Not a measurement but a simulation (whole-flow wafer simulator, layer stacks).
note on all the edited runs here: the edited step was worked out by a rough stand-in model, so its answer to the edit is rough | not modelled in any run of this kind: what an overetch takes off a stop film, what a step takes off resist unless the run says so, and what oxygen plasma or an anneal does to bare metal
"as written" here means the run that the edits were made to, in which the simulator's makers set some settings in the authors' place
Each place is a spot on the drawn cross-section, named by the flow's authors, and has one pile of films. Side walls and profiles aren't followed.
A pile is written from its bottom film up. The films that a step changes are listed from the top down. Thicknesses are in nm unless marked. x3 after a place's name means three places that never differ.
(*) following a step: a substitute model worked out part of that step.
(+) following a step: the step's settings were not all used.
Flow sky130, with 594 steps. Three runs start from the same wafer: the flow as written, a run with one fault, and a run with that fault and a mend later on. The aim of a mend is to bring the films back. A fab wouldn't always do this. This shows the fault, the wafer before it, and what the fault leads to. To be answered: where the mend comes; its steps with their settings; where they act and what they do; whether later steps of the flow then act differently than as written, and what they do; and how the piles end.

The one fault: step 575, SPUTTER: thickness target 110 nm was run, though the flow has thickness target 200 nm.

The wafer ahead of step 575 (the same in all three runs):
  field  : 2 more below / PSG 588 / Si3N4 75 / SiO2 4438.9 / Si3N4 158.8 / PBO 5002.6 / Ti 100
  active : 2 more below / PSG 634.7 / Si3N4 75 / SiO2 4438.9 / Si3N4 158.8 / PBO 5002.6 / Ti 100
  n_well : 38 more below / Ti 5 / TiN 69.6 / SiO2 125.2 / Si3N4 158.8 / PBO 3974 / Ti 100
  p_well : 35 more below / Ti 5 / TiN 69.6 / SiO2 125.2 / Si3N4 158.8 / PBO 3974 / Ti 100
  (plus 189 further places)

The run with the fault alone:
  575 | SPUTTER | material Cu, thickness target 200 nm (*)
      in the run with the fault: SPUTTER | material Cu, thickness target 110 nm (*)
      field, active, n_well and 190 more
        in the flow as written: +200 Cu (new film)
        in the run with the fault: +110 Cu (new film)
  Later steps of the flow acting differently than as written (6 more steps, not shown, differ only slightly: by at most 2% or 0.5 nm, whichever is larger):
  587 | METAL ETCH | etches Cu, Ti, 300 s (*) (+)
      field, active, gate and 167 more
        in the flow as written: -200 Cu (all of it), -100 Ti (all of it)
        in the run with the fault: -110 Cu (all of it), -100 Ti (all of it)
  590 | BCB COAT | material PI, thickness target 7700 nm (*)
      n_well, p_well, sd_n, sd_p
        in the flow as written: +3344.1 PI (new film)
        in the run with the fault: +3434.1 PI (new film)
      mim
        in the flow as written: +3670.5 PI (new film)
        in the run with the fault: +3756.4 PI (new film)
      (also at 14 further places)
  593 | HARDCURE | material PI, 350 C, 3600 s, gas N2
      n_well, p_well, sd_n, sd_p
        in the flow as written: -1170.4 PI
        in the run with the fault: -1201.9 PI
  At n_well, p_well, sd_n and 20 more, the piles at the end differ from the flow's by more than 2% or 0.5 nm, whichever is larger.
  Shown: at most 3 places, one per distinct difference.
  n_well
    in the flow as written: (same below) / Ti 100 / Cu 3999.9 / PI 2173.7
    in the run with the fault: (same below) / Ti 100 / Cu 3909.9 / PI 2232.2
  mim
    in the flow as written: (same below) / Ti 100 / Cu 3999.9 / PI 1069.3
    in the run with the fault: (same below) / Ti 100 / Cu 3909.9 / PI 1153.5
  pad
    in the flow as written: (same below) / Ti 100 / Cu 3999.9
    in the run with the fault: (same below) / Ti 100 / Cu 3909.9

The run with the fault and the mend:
  The mend follows step 575.
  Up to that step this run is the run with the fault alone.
  575a | SPUTTER | material Cu, thickness target 90 nm (*) (the flow's step 575 again, with other settings)
      field, active, n_well and 190 more
        +90 Cu
  Later steps of the flow that are run all act as written at every place that is followed.
  By the end, the piles equal the flow's at every place that both follow.
